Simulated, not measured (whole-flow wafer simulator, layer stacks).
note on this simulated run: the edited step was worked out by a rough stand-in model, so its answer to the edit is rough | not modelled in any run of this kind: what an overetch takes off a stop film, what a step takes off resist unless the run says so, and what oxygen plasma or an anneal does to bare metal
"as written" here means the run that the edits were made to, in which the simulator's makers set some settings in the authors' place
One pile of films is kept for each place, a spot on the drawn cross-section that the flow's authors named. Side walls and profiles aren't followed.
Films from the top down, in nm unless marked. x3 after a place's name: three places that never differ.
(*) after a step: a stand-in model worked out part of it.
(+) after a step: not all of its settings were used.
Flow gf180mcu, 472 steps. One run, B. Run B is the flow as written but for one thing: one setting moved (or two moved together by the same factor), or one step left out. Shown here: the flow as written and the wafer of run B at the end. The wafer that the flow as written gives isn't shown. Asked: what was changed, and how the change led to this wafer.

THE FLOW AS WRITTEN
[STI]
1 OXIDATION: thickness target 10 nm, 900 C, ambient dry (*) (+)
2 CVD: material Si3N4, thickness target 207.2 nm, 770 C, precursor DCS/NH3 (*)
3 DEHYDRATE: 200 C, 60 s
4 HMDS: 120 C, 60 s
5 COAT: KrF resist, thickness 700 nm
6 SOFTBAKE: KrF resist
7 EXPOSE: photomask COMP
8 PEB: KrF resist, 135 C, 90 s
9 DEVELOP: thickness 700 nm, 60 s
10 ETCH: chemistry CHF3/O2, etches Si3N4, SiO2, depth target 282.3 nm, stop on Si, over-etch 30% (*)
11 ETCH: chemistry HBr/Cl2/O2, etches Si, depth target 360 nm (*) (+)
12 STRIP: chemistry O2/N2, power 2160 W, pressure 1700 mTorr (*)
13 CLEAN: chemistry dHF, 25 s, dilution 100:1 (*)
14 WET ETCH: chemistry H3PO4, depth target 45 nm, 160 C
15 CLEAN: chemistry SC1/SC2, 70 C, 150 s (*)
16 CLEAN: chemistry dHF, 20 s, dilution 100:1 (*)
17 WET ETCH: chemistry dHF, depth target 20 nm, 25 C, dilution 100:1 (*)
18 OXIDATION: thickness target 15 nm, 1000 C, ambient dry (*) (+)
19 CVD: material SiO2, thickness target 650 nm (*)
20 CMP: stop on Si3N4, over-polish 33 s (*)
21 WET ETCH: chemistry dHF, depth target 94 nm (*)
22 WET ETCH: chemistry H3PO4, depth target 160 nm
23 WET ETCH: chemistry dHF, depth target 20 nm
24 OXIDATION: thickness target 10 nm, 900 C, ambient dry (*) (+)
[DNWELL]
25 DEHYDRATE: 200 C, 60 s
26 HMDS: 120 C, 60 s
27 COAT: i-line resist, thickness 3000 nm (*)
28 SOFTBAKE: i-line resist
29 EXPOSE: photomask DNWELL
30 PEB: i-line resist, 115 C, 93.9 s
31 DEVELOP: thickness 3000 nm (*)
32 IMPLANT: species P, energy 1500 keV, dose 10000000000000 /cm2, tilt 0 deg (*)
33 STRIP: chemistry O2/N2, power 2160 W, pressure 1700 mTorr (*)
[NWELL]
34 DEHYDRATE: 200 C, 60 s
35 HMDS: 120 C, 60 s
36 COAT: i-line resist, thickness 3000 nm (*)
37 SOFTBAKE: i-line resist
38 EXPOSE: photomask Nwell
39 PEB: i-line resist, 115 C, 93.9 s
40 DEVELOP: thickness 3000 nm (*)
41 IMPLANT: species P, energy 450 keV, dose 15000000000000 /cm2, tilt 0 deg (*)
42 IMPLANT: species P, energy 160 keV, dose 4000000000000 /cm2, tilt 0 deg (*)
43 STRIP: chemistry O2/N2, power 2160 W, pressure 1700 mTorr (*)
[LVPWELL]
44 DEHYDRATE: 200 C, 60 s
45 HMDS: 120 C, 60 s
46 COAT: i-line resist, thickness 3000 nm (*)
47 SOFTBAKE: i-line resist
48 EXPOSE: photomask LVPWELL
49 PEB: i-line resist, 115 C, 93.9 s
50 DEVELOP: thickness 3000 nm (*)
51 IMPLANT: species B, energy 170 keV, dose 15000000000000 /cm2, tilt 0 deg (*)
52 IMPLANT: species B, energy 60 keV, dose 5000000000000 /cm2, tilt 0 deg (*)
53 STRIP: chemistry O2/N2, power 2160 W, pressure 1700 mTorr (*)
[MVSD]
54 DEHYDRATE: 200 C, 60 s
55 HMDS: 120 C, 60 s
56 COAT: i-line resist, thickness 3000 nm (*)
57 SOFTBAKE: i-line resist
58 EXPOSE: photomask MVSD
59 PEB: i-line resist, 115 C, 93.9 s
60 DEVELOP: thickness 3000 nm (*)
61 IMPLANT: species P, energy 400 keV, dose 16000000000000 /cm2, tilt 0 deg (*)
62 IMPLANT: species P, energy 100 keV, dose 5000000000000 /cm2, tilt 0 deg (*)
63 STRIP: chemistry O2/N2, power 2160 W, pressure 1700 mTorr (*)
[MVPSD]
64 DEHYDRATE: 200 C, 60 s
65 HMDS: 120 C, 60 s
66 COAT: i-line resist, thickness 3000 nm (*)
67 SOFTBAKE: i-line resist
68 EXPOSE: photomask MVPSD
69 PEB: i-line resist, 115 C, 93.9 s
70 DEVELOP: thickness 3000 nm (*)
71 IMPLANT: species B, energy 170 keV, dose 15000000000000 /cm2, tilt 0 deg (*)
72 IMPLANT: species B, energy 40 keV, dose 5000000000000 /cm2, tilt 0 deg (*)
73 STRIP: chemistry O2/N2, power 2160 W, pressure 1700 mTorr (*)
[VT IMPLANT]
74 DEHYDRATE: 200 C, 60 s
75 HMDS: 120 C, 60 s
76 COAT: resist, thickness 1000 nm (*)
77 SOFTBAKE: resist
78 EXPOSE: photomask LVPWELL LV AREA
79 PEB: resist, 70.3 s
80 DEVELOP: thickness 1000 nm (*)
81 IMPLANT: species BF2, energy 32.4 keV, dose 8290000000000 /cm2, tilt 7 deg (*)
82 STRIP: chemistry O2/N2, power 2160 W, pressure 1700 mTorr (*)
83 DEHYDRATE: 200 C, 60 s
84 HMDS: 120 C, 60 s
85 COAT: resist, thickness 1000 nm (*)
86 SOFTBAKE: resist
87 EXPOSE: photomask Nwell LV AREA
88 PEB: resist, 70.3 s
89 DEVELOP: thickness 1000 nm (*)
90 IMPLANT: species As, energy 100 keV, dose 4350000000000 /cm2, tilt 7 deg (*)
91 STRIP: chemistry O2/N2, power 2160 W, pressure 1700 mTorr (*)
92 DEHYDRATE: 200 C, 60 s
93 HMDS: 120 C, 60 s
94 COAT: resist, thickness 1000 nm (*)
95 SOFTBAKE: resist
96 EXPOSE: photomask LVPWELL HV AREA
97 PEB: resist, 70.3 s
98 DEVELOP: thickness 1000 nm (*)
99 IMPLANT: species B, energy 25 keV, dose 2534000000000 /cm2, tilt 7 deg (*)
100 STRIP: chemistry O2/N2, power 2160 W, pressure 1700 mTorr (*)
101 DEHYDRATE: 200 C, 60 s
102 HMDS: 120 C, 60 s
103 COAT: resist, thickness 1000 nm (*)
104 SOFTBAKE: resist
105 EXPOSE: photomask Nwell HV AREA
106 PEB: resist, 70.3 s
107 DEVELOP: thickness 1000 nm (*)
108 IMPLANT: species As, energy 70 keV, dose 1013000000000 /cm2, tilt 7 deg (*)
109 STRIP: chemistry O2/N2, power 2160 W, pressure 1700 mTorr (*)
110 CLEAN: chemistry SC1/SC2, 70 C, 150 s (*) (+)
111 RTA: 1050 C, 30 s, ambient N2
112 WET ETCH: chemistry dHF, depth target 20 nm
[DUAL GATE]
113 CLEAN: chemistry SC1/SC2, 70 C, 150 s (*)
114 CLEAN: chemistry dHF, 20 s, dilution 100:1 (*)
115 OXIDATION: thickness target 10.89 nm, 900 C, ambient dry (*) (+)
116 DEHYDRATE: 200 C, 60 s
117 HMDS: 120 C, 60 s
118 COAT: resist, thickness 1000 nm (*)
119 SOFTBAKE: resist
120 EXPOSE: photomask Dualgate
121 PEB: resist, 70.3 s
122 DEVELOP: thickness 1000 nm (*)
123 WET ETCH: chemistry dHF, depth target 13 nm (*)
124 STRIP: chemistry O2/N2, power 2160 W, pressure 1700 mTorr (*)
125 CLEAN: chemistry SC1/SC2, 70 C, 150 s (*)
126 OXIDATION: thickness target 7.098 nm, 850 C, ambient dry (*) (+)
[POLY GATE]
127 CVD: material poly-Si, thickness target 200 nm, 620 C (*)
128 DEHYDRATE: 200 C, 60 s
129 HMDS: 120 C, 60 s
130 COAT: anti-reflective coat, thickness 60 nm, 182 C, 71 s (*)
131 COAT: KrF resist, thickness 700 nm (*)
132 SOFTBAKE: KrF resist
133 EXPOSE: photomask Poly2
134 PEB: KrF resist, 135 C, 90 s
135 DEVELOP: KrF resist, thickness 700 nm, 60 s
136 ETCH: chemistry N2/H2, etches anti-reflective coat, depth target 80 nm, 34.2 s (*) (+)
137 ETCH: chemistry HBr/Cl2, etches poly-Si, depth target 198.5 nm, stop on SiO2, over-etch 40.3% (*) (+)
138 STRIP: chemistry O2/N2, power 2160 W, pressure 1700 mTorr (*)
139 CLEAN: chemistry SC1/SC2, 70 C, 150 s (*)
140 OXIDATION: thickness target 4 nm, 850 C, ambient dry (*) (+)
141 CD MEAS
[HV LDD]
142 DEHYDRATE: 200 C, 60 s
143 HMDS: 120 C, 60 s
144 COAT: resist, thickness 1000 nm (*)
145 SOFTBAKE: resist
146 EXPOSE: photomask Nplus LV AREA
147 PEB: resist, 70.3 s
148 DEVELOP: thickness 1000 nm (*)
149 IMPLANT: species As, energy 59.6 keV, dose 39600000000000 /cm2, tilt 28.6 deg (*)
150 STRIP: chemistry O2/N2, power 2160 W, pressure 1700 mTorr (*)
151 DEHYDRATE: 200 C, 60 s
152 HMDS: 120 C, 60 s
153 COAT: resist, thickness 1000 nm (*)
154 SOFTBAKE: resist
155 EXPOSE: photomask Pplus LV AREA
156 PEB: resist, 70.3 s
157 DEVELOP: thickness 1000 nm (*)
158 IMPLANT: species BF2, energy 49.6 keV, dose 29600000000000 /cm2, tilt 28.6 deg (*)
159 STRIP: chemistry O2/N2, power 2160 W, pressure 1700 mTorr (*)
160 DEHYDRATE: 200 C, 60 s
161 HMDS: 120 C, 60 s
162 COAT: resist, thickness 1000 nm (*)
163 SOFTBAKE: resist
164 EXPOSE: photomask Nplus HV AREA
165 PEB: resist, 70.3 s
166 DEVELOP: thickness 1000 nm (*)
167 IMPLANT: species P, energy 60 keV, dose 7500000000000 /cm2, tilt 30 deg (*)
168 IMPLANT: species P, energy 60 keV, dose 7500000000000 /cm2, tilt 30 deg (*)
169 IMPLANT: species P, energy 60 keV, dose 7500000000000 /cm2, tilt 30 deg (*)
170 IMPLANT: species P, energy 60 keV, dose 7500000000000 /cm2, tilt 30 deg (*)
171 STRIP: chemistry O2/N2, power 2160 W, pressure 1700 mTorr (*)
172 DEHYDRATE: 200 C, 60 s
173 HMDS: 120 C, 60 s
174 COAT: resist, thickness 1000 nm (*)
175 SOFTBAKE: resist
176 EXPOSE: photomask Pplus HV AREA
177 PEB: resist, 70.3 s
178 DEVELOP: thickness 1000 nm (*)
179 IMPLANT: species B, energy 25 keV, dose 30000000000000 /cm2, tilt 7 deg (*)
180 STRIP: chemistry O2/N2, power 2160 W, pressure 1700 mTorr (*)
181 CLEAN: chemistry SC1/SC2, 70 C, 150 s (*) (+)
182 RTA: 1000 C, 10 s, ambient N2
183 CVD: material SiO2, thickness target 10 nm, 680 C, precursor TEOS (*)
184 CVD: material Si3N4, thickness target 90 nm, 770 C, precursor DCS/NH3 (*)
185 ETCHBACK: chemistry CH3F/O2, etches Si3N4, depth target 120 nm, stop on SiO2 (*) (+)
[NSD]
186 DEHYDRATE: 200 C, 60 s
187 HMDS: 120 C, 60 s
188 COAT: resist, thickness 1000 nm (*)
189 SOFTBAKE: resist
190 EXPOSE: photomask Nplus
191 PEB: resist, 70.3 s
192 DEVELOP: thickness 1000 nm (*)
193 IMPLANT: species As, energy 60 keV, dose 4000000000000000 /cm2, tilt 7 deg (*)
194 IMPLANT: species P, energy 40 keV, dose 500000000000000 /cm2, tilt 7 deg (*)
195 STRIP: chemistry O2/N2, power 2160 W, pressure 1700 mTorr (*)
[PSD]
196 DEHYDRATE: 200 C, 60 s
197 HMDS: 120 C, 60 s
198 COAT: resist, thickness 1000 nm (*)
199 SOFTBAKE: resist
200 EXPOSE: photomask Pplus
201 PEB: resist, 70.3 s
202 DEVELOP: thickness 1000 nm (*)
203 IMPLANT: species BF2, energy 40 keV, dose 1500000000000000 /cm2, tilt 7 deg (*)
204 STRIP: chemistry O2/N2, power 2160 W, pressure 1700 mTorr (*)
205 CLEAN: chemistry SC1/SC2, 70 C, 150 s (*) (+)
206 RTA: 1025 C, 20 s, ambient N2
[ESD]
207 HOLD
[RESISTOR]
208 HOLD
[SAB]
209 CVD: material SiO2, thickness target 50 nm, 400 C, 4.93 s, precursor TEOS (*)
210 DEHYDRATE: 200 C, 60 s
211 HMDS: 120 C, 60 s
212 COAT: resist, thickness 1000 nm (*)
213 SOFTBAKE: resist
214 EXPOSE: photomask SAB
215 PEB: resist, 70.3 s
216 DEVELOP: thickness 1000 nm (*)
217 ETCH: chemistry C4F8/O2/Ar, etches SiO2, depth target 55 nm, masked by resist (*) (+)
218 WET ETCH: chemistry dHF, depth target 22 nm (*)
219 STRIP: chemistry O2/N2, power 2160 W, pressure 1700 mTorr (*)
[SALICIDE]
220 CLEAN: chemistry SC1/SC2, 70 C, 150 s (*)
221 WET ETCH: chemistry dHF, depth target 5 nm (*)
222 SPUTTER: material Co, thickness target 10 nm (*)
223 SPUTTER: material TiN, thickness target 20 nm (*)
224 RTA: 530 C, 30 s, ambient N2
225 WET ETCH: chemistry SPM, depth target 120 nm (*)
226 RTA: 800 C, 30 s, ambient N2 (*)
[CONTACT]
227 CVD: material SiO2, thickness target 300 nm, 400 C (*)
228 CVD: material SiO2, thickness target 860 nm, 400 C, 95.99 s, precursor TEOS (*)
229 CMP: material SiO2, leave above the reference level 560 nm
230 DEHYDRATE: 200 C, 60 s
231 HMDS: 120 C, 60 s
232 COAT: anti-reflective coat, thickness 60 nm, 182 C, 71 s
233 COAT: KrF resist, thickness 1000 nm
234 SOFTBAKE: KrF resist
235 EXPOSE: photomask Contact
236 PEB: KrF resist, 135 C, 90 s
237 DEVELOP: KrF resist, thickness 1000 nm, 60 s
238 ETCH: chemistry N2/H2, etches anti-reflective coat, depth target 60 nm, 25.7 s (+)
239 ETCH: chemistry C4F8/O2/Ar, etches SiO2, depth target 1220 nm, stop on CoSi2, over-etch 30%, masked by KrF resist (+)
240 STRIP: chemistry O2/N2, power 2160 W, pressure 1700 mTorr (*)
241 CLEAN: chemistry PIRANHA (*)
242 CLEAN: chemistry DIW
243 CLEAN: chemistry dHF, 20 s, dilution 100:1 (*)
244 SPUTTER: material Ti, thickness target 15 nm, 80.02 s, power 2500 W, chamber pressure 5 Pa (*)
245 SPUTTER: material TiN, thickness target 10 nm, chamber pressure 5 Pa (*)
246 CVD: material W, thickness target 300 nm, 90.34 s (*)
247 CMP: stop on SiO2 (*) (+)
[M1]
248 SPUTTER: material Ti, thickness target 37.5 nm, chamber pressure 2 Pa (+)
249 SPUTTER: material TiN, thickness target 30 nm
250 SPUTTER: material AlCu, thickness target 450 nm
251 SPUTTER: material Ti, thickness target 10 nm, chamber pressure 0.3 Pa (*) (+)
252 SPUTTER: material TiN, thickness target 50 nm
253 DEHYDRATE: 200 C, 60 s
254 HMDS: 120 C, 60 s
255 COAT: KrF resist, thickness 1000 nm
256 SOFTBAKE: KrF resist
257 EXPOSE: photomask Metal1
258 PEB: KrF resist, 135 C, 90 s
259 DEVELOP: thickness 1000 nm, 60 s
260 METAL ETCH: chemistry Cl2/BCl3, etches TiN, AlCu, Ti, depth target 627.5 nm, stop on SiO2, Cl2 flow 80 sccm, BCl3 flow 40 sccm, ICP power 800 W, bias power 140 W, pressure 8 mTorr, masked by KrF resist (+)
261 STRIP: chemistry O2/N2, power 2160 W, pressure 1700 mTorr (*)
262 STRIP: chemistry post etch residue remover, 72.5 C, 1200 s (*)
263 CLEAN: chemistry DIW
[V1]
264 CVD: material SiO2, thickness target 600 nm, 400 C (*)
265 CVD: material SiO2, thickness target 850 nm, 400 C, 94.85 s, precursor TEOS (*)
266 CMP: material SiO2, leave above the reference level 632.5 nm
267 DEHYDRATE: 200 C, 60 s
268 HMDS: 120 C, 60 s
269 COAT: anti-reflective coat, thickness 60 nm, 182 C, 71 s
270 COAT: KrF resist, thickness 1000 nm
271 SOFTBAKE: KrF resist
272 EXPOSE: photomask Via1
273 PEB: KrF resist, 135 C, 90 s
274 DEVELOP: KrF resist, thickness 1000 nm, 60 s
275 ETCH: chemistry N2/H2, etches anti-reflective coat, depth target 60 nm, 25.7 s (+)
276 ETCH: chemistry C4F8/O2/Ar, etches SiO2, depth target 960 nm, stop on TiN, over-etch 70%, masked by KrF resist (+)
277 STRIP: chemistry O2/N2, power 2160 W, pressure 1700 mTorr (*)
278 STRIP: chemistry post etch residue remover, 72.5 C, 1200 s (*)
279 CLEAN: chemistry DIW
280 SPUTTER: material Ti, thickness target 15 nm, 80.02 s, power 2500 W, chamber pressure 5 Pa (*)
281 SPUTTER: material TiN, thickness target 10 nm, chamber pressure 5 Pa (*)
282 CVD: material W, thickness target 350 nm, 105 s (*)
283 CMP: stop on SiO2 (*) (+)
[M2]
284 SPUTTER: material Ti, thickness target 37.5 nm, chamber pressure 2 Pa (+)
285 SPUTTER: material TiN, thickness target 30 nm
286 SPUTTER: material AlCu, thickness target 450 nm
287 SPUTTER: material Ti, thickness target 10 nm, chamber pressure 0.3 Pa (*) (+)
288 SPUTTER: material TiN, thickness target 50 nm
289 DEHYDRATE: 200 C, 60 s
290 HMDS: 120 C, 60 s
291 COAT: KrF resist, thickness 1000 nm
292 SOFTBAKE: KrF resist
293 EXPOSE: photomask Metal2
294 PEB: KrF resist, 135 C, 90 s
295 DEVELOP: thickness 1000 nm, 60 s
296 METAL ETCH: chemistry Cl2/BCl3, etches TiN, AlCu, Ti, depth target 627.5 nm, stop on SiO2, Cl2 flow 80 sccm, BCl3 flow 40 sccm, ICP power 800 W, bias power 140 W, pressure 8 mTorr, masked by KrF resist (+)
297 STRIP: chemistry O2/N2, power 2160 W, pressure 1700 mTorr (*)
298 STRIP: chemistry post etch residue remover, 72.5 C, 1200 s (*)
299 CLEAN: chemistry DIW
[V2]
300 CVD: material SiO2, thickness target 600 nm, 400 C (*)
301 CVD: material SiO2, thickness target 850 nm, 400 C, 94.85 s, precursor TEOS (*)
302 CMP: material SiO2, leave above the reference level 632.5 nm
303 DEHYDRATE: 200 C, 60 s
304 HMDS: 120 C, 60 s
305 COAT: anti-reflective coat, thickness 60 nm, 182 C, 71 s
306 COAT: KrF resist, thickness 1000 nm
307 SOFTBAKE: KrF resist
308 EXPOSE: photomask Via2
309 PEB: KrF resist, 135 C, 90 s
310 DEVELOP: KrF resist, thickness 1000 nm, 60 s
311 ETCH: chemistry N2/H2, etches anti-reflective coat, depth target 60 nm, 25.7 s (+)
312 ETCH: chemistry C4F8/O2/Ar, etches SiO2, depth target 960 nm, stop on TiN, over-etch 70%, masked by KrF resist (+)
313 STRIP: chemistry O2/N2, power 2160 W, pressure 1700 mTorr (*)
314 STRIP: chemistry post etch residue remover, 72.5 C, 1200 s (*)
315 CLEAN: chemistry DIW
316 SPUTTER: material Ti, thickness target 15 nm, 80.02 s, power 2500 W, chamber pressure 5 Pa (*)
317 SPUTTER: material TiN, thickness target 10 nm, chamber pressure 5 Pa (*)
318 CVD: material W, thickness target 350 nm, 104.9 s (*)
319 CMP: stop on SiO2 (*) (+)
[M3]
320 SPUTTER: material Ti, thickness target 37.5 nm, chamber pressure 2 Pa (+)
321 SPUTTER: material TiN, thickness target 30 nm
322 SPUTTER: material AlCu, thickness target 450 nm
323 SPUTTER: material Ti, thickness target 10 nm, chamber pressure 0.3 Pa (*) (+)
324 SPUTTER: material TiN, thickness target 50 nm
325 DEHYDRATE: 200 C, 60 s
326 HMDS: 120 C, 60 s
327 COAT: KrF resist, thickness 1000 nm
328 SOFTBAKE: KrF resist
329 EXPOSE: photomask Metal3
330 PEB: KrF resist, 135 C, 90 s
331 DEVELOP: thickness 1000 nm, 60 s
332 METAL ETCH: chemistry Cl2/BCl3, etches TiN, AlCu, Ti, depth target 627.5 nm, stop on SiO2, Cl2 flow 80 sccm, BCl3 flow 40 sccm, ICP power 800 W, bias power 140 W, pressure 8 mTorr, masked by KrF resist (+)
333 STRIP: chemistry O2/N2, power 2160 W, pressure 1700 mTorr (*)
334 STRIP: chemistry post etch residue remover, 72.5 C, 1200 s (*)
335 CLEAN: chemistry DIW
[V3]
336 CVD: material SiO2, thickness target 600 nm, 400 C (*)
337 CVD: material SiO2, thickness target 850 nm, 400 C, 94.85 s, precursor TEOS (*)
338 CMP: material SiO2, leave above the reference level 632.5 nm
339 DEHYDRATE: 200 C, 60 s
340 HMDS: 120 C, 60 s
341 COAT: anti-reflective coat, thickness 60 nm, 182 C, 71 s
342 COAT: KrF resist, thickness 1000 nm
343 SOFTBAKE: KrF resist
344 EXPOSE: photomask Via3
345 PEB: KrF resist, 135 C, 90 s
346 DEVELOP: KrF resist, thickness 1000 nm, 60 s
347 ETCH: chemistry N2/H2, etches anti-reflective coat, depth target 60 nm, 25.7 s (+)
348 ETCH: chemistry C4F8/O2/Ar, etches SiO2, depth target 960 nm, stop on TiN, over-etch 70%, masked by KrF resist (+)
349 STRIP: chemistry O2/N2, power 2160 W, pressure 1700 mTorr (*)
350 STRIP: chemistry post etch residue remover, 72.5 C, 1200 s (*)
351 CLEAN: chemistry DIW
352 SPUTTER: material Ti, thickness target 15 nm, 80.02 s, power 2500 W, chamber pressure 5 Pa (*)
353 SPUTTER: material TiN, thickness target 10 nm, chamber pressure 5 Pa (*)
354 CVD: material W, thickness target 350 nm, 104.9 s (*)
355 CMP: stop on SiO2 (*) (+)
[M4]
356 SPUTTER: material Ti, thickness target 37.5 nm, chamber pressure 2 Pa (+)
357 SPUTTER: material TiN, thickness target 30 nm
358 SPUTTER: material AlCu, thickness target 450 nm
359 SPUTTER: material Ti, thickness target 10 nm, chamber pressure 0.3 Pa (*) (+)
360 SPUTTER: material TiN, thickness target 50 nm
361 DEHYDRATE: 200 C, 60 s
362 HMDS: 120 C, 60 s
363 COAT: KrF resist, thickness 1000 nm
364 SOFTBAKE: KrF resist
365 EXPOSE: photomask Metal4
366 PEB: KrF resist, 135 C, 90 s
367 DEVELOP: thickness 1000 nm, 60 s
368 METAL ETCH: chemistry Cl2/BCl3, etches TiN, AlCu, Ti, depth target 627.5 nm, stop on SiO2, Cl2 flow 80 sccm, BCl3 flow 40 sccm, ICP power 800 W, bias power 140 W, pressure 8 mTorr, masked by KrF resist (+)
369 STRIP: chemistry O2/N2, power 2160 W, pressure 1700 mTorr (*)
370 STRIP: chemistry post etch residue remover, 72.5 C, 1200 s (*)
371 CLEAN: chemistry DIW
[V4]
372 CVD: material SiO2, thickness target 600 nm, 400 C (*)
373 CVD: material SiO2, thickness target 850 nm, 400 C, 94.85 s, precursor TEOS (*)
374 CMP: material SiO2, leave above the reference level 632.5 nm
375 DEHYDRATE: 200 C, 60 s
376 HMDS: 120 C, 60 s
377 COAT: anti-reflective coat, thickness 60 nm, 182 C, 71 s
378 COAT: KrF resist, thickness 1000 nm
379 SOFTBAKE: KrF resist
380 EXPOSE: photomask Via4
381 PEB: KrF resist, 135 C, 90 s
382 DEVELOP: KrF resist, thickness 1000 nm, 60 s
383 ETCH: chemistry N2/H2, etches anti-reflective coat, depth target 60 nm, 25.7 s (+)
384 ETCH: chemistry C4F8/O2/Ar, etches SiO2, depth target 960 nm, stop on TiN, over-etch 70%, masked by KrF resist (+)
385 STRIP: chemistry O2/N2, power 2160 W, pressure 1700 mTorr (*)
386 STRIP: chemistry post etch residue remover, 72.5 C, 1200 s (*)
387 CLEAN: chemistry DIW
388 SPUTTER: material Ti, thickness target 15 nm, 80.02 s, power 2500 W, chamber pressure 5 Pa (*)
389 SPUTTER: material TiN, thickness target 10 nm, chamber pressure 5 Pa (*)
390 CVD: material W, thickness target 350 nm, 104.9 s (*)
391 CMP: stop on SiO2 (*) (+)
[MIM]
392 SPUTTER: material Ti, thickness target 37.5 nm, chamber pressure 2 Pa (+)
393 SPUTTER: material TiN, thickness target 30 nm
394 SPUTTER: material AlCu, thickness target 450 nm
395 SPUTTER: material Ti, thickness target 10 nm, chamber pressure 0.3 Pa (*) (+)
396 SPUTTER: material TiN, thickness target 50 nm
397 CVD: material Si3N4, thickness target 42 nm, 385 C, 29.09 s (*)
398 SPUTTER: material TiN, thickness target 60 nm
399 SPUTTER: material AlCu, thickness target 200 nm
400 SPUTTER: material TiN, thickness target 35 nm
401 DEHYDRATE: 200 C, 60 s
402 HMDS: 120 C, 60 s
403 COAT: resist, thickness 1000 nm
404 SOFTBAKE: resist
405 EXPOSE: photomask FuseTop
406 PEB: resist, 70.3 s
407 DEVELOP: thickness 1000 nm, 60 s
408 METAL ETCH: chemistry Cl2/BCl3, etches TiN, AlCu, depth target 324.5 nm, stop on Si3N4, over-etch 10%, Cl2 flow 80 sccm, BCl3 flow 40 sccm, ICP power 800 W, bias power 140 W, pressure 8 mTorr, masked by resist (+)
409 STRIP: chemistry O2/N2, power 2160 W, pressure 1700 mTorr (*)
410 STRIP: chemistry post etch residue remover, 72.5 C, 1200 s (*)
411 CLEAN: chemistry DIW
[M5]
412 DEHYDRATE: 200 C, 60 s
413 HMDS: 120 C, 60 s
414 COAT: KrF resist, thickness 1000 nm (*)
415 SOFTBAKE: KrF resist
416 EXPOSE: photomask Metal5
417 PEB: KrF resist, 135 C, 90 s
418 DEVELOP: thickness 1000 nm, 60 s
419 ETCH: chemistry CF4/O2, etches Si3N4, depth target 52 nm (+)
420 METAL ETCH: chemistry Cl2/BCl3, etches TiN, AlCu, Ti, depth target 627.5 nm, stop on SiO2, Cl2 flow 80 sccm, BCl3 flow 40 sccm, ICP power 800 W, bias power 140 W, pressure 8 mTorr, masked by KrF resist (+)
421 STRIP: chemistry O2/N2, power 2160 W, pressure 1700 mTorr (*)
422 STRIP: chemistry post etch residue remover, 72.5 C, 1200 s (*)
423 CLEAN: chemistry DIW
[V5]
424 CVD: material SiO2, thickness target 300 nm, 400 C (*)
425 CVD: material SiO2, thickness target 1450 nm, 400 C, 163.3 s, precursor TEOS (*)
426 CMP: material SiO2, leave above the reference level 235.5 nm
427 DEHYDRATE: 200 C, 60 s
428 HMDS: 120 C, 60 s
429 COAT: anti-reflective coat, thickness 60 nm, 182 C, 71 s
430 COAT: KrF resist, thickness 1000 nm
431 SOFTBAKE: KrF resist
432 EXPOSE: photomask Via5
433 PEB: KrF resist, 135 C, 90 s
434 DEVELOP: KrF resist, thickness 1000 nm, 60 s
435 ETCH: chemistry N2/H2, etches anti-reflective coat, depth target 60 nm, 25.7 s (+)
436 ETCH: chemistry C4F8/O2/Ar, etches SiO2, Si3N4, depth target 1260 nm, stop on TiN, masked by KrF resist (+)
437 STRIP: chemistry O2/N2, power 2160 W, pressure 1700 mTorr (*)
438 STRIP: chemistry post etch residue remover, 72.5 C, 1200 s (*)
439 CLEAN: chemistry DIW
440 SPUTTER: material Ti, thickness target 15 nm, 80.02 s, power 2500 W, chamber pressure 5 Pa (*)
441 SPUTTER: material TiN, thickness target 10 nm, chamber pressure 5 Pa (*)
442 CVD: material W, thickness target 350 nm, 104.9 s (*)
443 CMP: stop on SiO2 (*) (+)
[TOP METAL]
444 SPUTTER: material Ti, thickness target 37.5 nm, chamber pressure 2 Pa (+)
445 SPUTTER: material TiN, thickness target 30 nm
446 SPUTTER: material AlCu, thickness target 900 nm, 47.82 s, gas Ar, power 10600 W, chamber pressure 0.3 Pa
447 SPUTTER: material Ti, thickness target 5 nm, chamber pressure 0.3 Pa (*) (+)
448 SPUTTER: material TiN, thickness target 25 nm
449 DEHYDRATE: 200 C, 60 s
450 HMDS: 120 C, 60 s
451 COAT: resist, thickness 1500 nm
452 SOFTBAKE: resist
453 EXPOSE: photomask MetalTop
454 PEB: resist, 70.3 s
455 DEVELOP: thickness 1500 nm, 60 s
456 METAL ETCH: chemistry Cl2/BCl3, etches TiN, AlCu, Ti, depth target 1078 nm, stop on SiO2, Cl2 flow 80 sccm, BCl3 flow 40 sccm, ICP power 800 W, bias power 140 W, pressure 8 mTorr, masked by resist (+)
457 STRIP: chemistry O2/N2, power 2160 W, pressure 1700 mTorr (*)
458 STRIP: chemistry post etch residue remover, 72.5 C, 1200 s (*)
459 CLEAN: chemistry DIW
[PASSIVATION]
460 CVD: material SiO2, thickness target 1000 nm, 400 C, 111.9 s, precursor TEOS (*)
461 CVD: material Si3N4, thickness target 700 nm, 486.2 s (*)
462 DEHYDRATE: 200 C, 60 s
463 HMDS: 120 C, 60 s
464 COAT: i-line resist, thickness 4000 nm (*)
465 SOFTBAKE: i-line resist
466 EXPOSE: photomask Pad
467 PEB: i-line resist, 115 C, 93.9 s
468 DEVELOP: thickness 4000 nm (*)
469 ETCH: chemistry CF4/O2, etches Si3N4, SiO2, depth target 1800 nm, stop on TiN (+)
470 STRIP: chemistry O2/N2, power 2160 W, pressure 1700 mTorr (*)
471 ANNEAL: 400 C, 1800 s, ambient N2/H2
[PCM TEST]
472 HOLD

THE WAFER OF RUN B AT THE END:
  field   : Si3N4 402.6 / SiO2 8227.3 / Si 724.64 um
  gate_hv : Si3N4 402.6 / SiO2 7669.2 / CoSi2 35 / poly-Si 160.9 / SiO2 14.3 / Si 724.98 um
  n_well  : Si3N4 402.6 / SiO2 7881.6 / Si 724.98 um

The cause: step 461, CVD: thickness target 402 nm was run, where the flow has thickness target 700 nm; step 461, CVD: 279.6 s was run, where the flow has 486.2 s.

How the change led to this, step by step:
  461 CVD: material Si3N4, thickness target 700 nm, 486.2 s (*)
      field, field__w1, field__w2 and 109 more: Si3N4 +402.6 (new film) (as written it would be: Si3N4 +700 (new film))
  465 SOFTBAKE: i-line resist
      field__w11, field__w13: i-line resist +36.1 (as written it would be: i-line resist +37.6)
      ld_acc_p, ld_fp_p: i-line resist +32.2 (as written it would be: i-line resist +33.8)
      (and at 55 more places)
  469 ETCH: chemistry CF4/O2, etches Si3N4, SiO2, depth target 1800 nm, stop on TiN (+)
      pad: Si3N4 -402.6 (all of it), SiO2 -1000 (all of it) (as written it would be: Si3N4 -700 (all of it), SiO2 -1000 (all of it))
